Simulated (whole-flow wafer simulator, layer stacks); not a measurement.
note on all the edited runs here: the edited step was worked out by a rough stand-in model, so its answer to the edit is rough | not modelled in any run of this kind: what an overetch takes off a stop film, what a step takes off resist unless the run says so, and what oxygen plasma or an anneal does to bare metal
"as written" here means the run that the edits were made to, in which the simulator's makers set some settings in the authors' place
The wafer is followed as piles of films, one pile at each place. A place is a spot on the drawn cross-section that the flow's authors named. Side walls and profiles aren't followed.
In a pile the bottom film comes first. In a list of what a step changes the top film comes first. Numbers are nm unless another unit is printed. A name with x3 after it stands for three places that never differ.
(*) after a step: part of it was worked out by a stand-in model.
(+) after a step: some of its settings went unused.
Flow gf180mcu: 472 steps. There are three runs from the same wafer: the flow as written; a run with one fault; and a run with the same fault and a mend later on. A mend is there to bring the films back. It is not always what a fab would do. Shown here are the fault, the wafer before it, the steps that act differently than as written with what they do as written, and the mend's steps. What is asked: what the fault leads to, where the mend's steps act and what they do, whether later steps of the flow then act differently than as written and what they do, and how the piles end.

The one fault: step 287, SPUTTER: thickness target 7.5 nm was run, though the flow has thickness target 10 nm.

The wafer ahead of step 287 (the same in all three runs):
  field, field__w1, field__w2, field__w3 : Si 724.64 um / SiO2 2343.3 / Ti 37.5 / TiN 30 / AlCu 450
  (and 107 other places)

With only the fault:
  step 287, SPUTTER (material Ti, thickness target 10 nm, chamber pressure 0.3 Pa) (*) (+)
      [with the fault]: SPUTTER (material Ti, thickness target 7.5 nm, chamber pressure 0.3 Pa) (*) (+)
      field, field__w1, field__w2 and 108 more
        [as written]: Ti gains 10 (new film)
        [with the fault]: Ti gains 7.5 (new film)
  Steps further on in the flow that do not act as written (5 other steps are not shown; they differ only slightly, by no more than 2% or 0.5 nm, whichever is larger):
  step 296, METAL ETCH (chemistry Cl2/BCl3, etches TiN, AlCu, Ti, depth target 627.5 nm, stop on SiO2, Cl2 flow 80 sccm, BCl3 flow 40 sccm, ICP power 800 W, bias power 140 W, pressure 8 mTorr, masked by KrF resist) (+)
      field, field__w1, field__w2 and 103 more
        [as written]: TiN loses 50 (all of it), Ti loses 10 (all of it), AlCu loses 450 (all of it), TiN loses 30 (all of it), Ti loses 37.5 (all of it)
        [with the fault]: TiN loses 50 (all of it), Ti loses 7.5 (all of it), AlCu loses 450 (all of it), TiN loses 30 (all of it), Ti loses 37.5 (all of it)
  At field__w8, contact, m1, m1__w1, m1_nw, the piles at the end differ from the flow's by more than 2% or 0.5 nm, whichever is larger.
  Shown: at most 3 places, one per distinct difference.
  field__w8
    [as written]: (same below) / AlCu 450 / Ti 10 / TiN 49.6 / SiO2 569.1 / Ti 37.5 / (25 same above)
    [with the fault]: (same below) / AlCu 450 / Ti 7.5 / TiN 49.6 / SiO2 571.6 / Ti 37.5 / (25 same above)
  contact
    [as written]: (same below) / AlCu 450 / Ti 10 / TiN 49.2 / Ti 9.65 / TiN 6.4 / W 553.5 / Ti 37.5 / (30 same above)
    [with the fault]: (same below) / AlCu 450 / Ti 7.5 / TiN 49.2 / Ti 9.64 / TiN 6.39 / W 556 / Ti 37.5 / (30 same above)

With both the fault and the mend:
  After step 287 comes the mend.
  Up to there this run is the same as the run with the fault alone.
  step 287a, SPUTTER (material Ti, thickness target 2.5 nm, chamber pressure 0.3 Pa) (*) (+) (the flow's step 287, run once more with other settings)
      field, field__w1, field__w2 and 108 more
        Ti gains 2.5
  None of the later steps of the flow acts differently than as written at any place that is followed.
  By the end, the piles equal the flow's at every place that both follow.
